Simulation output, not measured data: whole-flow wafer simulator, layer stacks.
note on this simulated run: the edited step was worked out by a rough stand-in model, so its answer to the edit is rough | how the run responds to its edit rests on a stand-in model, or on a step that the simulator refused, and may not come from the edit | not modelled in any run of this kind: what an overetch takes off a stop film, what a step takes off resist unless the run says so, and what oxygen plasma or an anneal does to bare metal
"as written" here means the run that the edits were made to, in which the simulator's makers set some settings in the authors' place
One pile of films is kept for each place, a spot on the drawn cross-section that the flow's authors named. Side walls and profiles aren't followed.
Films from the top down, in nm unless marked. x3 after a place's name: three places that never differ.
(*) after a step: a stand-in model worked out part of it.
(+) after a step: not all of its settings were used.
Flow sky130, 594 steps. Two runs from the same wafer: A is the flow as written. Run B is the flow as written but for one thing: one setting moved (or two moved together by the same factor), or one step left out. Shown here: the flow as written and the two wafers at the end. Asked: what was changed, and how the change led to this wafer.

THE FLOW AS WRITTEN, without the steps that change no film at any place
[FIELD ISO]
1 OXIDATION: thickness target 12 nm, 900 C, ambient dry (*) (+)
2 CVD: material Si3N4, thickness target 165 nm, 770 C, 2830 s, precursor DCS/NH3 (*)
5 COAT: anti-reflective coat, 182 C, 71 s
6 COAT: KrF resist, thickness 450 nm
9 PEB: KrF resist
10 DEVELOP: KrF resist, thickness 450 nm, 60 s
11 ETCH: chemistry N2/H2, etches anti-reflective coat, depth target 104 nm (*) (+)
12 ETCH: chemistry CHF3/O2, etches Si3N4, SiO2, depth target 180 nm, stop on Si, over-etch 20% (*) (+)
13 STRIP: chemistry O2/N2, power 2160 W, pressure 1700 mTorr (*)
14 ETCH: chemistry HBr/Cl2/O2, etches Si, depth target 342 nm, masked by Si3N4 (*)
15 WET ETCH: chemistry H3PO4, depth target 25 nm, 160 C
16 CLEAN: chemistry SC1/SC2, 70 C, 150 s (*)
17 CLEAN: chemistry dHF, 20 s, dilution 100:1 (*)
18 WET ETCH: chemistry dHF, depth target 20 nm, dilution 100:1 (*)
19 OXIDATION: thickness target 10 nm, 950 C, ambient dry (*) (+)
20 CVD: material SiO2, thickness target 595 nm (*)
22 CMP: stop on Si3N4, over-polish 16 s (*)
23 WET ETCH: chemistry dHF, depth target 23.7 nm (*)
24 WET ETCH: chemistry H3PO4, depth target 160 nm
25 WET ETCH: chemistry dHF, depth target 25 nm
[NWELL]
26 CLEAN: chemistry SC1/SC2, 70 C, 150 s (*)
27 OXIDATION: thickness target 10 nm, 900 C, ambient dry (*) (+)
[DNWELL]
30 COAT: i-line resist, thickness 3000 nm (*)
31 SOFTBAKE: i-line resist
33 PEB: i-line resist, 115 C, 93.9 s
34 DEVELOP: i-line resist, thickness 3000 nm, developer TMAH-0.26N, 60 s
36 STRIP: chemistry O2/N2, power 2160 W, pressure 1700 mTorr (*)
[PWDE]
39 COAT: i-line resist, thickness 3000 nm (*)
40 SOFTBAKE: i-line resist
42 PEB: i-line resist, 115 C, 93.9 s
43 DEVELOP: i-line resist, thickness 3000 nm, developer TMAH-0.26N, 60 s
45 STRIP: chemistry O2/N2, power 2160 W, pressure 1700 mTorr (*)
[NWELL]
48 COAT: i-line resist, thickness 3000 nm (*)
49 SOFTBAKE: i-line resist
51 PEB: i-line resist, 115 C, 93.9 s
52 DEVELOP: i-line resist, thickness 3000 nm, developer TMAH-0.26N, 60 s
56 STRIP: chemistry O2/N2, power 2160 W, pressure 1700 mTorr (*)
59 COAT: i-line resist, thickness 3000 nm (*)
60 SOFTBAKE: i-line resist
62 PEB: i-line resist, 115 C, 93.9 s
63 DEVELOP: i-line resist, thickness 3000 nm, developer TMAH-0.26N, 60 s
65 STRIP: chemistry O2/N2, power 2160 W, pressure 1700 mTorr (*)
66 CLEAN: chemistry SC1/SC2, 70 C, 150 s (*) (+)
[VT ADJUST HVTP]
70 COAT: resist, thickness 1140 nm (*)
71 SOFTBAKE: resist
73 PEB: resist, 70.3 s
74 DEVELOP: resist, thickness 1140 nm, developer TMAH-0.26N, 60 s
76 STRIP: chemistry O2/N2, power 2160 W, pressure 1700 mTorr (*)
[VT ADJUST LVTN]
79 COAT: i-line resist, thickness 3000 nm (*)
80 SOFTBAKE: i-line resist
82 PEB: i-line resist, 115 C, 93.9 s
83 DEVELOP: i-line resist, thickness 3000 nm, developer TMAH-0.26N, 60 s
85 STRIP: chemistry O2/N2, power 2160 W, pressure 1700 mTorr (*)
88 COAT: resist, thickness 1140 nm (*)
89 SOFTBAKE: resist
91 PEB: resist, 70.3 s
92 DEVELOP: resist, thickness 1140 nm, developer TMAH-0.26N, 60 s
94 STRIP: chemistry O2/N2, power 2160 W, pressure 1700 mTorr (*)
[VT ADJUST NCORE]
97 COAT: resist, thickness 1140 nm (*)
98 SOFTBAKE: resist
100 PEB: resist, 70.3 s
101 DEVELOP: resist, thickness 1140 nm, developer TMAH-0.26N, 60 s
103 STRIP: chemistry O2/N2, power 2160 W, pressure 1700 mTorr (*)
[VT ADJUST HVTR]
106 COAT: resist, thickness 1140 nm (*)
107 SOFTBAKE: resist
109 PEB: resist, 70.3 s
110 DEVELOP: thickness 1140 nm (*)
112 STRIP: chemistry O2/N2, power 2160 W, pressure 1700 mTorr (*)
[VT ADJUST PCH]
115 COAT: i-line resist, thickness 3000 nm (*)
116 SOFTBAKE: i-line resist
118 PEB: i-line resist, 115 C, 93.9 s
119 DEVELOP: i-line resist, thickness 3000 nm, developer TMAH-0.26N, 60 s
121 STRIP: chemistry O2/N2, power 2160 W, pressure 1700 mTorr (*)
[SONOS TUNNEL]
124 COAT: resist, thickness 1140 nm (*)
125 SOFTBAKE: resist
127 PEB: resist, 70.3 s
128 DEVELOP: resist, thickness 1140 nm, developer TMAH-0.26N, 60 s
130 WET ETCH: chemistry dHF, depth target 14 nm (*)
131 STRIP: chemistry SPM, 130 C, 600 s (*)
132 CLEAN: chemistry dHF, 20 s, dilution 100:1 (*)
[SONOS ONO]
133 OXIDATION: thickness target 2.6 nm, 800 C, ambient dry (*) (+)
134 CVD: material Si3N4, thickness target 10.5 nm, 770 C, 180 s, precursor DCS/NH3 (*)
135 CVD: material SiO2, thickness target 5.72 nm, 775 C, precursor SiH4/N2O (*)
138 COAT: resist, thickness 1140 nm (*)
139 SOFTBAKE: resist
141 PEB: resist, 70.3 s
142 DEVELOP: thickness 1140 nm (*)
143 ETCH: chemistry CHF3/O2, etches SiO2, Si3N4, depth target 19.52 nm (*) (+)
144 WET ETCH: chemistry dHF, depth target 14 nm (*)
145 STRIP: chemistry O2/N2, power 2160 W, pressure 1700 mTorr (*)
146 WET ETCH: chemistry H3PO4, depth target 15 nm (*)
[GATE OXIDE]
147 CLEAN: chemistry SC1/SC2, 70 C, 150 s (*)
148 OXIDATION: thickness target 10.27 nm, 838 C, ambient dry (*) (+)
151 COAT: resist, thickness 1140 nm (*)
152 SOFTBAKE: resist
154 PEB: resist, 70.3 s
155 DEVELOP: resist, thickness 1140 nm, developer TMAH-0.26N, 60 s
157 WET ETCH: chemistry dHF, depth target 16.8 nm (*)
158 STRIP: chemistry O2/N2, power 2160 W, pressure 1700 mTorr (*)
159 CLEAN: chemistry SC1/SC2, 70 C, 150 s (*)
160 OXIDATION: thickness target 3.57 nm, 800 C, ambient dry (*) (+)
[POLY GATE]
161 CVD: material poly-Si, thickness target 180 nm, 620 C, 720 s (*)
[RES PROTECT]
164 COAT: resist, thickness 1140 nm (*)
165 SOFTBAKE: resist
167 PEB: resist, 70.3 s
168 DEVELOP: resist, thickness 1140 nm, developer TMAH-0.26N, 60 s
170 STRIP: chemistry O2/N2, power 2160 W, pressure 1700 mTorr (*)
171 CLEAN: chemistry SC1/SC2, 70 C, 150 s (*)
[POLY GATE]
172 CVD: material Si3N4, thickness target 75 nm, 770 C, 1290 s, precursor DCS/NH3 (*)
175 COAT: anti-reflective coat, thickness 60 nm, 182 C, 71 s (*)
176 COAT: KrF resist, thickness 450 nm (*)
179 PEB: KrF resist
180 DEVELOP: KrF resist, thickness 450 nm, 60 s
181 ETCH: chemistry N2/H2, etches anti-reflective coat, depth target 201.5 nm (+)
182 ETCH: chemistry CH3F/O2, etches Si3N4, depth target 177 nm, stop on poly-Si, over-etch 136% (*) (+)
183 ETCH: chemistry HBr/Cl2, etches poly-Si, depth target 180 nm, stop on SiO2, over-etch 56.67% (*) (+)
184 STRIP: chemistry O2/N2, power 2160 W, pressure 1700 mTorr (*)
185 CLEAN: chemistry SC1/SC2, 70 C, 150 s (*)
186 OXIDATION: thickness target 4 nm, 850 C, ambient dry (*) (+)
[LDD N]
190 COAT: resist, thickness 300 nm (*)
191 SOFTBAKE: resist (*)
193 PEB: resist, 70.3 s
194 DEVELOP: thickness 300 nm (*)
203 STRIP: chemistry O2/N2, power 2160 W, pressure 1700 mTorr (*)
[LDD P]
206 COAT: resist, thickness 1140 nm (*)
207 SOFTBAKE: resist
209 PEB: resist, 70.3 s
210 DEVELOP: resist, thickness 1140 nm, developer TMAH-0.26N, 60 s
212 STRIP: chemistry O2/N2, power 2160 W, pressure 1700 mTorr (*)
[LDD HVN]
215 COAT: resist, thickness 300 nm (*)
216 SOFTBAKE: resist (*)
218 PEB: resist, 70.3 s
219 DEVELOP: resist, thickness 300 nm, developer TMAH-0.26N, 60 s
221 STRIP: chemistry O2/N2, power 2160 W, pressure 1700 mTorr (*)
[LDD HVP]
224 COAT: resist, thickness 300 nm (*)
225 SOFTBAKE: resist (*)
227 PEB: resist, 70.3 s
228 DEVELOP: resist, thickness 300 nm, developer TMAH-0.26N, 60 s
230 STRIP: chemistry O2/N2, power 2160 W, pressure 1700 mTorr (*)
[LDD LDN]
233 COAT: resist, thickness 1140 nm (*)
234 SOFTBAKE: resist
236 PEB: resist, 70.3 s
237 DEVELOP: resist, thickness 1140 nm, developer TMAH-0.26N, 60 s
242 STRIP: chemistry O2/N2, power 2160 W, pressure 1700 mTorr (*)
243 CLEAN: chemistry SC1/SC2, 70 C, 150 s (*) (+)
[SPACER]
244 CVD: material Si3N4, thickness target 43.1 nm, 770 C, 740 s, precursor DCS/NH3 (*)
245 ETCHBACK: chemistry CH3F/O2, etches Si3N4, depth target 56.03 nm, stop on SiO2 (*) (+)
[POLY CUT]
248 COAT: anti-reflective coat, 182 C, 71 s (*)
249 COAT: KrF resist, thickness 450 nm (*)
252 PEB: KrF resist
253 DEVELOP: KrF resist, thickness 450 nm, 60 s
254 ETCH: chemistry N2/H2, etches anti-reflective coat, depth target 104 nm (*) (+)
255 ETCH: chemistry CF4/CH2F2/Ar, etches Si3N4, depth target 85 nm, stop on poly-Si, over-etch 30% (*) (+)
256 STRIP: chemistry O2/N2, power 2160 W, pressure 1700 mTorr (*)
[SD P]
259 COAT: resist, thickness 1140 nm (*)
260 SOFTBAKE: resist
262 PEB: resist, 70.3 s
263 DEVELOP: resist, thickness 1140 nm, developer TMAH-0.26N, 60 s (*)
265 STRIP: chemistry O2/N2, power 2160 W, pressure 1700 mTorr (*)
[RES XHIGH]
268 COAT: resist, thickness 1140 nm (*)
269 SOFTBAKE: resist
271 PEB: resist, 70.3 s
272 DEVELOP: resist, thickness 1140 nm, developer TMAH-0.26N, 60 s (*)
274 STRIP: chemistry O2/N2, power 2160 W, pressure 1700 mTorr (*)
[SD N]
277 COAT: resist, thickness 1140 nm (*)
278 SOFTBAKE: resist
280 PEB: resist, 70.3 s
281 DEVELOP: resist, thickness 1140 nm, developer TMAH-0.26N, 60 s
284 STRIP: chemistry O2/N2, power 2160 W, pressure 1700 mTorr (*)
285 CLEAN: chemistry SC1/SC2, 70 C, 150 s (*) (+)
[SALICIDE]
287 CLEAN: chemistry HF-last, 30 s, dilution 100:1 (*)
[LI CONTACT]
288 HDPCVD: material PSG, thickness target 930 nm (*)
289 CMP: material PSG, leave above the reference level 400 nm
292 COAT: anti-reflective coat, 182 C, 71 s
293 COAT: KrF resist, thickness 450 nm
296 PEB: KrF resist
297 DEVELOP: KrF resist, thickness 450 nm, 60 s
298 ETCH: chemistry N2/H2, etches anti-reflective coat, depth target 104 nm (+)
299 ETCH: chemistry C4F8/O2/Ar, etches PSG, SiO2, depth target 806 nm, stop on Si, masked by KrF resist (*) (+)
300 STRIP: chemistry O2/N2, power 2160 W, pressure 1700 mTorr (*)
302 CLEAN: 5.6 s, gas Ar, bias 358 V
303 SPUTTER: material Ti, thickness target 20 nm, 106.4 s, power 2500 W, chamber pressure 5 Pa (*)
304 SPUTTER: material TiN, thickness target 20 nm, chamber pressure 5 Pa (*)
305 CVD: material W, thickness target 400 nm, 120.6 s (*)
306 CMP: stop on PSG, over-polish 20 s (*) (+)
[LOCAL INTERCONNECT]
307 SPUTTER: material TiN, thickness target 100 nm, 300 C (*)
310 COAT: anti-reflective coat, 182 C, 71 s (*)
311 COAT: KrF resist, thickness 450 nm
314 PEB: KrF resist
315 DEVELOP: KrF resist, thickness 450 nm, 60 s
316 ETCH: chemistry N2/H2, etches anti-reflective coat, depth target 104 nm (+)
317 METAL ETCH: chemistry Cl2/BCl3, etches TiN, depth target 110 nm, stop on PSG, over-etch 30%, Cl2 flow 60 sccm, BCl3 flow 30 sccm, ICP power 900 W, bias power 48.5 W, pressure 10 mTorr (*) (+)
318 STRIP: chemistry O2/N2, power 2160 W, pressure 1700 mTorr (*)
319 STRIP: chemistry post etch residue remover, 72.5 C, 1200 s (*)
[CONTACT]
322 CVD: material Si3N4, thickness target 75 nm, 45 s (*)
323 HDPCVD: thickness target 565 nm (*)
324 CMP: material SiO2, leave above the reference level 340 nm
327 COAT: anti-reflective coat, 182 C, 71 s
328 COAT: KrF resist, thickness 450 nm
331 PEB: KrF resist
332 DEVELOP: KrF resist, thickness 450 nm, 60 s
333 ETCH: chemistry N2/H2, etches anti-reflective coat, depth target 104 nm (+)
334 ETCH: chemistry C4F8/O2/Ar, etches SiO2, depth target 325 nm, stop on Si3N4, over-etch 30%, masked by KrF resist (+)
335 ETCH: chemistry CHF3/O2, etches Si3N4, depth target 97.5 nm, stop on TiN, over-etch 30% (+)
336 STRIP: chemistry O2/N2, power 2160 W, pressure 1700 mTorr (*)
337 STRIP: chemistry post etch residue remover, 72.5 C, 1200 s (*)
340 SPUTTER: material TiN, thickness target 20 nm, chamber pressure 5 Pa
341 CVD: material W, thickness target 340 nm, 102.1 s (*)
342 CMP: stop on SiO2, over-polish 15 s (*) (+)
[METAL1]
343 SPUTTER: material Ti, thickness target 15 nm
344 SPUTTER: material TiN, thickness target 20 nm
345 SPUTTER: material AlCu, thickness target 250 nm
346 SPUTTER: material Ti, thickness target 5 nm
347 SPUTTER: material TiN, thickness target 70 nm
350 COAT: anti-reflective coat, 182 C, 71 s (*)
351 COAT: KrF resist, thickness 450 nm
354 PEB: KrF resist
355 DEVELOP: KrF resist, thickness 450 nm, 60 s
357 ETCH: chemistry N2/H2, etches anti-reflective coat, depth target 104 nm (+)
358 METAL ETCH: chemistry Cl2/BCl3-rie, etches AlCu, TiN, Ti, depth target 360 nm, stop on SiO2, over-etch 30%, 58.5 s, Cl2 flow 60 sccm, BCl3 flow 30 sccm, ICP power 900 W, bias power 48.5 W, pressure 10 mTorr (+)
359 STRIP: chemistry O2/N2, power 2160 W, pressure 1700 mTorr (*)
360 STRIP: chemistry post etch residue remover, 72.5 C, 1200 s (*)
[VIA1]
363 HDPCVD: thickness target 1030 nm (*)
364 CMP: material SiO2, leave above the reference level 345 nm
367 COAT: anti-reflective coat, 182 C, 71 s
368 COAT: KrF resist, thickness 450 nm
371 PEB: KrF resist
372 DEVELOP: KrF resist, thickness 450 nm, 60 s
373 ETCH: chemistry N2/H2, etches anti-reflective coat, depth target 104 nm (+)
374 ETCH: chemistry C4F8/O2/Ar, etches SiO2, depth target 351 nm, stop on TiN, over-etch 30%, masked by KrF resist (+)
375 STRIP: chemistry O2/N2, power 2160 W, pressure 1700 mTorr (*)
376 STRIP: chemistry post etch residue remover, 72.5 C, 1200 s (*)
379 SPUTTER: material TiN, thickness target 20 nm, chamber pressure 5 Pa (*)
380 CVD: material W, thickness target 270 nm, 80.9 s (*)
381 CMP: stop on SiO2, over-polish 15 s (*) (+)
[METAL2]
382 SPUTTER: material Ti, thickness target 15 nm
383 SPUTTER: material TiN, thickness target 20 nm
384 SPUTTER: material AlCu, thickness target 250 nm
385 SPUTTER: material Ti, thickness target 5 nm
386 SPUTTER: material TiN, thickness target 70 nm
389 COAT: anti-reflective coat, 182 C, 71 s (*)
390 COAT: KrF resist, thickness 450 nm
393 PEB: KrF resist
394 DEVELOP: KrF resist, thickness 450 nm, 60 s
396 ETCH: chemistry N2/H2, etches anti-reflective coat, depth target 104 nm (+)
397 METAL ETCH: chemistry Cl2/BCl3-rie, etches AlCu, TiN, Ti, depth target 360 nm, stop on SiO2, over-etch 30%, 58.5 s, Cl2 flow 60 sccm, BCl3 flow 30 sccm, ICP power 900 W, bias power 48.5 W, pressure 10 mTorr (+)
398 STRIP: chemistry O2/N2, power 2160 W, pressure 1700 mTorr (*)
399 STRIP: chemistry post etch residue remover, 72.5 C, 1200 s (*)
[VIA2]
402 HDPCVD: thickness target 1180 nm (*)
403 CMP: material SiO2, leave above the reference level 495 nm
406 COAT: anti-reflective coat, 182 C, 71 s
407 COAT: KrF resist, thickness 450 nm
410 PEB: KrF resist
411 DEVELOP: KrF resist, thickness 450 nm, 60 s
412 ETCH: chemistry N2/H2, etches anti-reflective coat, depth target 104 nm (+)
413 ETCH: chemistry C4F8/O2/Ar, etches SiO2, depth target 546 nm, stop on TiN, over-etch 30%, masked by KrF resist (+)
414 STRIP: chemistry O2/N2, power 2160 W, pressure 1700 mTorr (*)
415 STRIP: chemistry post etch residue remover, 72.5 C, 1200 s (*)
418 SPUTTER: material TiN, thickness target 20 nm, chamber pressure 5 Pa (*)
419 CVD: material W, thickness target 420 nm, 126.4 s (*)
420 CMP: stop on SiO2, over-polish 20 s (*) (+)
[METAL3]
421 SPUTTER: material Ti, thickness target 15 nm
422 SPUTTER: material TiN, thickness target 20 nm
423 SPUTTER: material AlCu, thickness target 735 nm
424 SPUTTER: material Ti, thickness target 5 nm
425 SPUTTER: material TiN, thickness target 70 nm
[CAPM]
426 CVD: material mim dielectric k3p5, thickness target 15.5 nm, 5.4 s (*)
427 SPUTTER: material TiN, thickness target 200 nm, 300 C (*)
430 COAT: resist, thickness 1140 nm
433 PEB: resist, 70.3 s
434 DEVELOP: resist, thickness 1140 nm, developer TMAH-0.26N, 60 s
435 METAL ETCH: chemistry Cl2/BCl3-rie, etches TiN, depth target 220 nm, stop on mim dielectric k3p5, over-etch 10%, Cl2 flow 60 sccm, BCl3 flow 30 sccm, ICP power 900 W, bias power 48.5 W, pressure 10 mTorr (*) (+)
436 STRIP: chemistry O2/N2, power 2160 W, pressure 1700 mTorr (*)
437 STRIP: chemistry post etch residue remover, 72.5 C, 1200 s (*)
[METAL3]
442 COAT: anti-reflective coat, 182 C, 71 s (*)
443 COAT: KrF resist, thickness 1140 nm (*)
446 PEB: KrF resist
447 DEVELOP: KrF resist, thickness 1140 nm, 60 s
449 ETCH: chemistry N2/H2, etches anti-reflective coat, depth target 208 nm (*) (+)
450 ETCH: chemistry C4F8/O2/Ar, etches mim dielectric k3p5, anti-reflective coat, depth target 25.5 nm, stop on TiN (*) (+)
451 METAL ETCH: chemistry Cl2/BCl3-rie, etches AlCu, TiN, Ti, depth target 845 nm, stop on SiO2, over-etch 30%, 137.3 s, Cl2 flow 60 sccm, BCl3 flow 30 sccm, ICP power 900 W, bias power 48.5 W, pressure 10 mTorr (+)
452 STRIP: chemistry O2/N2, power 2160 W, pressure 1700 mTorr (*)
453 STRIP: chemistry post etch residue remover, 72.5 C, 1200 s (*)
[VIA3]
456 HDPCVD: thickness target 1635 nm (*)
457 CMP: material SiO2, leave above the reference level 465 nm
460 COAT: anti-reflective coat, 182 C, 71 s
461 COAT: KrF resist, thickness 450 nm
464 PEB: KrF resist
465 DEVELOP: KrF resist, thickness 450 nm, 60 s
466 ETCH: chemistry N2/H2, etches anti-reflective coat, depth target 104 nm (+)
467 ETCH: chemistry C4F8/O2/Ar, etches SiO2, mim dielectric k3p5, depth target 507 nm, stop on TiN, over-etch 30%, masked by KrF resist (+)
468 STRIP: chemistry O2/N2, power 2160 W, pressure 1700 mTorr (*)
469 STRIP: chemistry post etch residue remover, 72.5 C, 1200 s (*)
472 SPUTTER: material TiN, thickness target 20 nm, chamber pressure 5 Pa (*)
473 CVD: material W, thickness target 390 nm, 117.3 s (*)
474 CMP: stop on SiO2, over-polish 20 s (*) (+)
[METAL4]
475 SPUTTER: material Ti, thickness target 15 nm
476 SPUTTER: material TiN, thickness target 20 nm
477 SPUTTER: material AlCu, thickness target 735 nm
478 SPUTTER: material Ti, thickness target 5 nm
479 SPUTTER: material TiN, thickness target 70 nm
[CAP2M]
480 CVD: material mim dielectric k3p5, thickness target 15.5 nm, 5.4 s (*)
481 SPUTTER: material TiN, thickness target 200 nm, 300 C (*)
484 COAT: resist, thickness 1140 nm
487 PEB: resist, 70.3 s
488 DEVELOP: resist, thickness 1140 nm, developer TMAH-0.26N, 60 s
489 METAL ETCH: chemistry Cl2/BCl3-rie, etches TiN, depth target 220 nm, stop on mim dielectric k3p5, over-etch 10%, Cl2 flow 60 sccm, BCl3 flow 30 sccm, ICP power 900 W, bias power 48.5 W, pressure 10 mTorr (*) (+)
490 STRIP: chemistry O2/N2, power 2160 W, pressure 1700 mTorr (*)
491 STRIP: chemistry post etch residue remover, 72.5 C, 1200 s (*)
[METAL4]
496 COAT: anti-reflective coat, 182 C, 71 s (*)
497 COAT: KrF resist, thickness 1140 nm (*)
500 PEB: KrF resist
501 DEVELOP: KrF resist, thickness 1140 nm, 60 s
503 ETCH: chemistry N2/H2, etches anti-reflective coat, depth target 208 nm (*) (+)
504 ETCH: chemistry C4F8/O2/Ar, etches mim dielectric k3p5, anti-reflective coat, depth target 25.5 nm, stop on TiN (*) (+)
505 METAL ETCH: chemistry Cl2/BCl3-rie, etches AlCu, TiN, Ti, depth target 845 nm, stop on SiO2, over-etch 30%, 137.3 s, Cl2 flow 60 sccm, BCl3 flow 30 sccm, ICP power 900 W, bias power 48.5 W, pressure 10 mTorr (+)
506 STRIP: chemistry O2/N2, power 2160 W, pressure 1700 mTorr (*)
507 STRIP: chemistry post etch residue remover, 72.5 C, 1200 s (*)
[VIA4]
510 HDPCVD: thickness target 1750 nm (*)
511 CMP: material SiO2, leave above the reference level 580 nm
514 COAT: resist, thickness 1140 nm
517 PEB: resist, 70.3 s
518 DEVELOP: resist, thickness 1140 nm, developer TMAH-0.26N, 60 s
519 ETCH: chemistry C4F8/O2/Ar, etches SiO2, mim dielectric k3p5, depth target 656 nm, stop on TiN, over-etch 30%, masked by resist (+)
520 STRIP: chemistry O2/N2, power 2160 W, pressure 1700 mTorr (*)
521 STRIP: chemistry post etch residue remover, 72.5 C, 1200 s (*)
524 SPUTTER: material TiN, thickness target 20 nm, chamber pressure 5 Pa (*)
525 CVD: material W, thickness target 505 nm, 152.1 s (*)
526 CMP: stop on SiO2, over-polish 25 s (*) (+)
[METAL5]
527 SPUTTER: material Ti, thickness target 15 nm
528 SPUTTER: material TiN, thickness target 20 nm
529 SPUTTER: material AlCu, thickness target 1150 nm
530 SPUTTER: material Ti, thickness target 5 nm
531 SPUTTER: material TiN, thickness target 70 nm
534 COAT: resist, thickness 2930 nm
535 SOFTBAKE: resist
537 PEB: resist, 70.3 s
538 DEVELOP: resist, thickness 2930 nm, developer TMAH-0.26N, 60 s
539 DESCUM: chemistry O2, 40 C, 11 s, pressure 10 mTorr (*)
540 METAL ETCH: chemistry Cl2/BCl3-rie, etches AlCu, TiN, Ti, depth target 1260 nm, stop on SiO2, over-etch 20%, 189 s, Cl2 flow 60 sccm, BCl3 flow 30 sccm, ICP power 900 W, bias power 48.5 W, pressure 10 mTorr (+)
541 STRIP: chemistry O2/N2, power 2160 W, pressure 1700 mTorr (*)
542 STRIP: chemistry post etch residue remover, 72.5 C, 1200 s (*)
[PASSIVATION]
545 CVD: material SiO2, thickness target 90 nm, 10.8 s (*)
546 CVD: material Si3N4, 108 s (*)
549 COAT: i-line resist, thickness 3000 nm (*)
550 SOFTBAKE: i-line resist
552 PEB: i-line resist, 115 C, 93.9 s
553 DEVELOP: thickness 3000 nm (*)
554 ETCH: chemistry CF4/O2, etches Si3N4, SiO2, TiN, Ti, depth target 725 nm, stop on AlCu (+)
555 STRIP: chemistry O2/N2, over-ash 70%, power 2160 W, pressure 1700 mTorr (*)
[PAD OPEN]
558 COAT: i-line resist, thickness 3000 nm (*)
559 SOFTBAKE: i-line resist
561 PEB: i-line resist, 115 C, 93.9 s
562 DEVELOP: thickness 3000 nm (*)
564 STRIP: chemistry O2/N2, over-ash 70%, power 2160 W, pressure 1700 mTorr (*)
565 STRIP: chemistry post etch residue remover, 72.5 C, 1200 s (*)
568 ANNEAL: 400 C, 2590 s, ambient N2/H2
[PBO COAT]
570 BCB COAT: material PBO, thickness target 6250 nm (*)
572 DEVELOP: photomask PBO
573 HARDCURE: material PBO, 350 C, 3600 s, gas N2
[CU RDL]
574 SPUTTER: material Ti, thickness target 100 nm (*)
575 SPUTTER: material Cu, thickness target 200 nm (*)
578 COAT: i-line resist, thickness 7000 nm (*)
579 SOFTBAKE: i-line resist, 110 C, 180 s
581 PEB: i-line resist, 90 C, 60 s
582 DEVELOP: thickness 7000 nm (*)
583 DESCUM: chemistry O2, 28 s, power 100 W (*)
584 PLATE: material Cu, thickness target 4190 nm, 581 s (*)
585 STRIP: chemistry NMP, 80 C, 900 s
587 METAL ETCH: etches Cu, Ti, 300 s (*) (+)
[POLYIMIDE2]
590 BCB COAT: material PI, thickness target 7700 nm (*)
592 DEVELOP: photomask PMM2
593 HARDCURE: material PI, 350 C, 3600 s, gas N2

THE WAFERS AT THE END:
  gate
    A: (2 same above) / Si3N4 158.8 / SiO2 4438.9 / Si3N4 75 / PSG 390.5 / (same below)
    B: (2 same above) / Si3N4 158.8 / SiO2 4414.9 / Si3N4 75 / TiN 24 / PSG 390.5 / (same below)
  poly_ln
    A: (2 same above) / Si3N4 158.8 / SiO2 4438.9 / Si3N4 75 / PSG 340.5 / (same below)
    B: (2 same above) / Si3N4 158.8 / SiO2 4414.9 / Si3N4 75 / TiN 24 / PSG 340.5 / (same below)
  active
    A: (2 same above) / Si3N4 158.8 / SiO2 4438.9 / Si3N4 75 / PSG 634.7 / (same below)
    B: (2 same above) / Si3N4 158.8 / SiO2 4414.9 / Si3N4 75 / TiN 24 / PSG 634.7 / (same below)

The cause: step 317, METAL ETCH: depth target 74.2 nm was run, where the flow has depth target 110 nm.

How the change led to this, step by step:
  317 METAL ETCH: chemistry Cl2/BCl3, etches TiN, depth target 110 nm, stop on PSG, over-etch 30%, Cl2 flow 60 sccm, BCl3 flow 30 sccm, ICP power 900 W, bias power 48.5 W, pressure 10 mTorr (*) (+)
      field, active, gate and 88 more: A TiN -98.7 (all of it) | B TiN -74.2
      n_well, p_well, gate_hv and 97 more: A KrF resist -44 | B KrF resist -29.7
  318 STRIP: chemistry O2/N2, power 2160 W, pressure 1700 mTorr (*)
      n_well, p_well, gate_hv and 88 more: A KrF resist -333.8 (all of it), anti-reflective coat -80 (all of it) | B KrF resist -348.1 (all of it), anti-reflective coat -80 (all of it)
      drift_dnw, nw_fld, nw_fld__w1, ndiff_licon_rim, pnp_par_nw: A KrF resist -333.8 (all of it), anti-reflective coat -80 (all of it) | B KrF resist -348.2 (all of it), anti-reflective coat -80 (all of it)
      (and at 4 more places)
  324 CMP: material SiO2, leave above the reference level 340 nm
      field, active, gate and 88 more: A SiO2 -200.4 | B SiO2 -224.5
Counting metal films that touch as one body, gate has 1 body; the flow as written gives 0 bodies.
Counting metal films that touch as one body, poly_ln has 1 body; the flow as written gives 0 bodies.
Counting metal films that touch as one body, active has 1 body; the flow as written gives 0 bodies.
